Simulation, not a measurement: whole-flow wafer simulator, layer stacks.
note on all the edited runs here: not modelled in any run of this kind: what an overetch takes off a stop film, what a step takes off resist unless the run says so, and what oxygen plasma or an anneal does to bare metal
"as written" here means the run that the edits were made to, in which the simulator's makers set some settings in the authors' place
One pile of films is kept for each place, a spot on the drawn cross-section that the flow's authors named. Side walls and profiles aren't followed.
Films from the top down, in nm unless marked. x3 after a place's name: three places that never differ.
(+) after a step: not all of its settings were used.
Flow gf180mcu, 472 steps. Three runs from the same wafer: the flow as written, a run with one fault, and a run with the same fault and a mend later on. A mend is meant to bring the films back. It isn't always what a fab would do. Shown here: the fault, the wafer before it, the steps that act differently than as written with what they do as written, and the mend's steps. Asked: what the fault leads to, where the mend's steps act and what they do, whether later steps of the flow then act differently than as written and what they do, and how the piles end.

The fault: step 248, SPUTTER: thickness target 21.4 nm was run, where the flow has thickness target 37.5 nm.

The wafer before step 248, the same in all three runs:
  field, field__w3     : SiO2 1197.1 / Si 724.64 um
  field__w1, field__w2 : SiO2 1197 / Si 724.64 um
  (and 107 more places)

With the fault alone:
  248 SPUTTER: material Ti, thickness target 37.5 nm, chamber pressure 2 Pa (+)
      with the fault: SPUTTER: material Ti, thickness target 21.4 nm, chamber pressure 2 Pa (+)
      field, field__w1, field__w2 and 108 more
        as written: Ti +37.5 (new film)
        with the fault: Ti +21.4 (new film)
  Later steps of the flow that act differently than as written:
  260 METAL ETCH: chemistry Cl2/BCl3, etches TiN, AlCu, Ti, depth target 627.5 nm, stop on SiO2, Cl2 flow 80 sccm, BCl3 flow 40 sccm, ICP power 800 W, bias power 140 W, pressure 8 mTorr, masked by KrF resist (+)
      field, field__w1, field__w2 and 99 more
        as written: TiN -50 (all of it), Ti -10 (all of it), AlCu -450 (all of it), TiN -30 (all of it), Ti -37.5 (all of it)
        with the fault: TiN -50 (all of it), Ti -10 (all of it), AlCu -450 (all of it), TiN -30 (all of it), Ti -21.4 (all of it)
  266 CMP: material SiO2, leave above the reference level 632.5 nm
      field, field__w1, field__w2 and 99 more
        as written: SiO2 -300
        with the fault: SiO2 -316.1
  At the end the piles differ from the flow's by more than 2% or 0.5 nm, whichever is larger, at field__w8, contact, m1 and 6 more.
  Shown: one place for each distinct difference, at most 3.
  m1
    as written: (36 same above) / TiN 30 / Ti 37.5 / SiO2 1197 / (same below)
    with the fault: (36 same above) / TiN 30 / Ti 21.4 / SiO2 1197 / (same below)
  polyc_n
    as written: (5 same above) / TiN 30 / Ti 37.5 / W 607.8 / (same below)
    with the fault: (5 same above) / TiN 30 / Ti 21.4 / W 607.8 / (same below)
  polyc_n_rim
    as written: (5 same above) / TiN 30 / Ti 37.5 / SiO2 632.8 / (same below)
    with the fault: (5 same above) / TiN 30 / Ti 21.4 / SiO2 632.8 / (same below)

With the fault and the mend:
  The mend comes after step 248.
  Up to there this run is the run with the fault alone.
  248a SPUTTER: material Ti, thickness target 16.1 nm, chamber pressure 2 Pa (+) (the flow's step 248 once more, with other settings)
      field, field__w1, field__w2 and 108 more
        Ti +16.1
  No later step of the flow acts differently than as written at any place that is followed.
  At the end the piles are the same as the flow's at every place that both follow.
